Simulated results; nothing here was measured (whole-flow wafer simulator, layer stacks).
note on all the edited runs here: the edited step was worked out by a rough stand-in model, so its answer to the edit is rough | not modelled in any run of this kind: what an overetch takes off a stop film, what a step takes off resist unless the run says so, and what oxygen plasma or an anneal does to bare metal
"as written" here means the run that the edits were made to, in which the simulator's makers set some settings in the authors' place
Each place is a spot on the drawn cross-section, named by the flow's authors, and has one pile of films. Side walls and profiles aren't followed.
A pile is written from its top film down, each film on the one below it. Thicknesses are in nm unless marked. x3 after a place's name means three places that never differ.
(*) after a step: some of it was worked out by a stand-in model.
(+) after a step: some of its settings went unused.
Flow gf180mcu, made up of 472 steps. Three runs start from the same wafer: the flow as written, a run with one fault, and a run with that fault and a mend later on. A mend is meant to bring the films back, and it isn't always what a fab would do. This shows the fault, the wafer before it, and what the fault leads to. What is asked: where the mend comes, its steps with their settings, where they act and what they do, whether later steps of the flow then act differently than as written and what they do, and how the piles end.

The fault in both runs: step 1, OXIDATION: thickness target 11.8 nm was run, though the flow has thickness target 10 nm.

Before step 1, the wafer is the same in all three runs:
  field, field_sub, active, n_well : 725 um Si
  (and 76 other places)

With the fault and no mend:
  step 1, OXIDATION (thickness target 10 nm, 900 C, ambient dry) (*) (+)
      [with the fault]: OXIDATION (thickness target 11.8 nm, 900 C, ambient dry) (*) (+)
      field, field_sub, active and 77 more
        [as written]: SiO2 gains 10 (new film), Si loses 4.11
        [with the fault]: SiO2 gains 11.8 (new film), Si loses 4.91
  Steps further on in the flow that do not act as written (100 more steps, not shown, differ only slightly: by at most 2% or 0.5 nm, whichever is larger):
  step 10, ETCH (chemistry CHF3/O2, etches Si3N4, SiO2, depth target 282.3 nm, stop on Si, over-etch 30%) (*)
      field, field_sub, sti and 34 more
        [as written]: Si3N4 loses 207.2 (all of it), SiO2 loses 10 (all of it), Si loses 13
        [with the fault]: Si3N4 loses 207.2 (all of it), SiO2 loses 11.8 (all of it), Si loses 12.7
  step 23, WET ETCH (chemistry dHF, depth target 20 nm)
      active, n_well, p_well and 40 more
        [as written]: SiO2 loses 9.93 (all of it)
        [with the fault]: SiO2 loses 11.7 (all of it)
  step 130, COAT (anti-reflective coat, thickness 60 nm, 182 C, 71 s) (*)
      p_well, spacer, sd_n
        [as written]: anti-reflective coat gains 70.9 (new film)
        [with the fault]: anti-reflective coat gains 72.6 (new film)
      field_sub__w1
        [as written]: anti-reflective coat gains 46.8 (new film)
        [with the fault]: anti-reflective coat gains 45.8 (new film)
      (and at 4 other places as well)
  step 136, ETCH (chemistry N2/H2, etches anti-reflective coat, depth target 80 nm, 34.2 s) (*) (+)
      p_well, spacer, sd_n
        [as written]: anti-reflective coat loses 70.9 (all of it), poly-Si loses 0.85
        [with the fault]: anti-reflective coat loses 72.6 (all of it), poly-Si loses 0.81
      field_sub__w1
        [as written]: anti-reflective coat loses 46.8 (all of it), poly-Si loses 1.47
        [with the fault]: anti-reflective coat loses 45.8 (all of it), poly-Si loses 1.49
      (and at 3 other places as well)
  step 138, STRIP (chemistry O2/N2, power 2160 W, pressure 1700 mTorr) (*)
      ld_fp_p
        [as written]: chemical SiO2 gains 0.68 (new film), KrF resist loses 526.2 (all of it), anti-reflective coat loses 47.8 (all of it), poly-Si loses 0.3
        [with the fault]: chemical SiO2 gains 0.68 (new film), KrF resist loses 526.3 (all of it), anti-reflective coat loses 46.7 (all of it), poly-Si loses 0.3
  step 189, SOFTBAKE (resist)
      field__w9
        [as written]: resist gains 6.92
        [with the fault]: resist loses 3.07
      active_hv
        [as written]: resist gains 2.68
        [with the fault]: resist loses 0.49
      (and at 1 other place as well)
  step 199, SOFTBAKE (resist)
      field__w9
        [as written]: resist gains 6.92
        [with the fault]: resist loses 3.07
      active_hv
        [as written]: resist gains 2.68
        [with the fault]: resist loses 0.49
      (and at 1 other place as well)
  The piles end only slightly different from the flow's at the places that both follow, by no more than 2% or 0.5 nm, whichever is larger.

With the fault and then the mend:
  After step 1 comes the mend.
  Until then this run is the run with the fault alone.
  step 1a, WET ETCH (chemistry dHF, depth target 1.8 nm, 25 C, dilution 100:1)
      field, field_sub, active and 77 more
        SiO2 loses 1.8
  Every later step of the flow that is run acts as written at every place that is followed.
  The piles end only slightly different from the flow's at the places that both follow, by no more than 2% or 0.5 nm, whichever is larger.
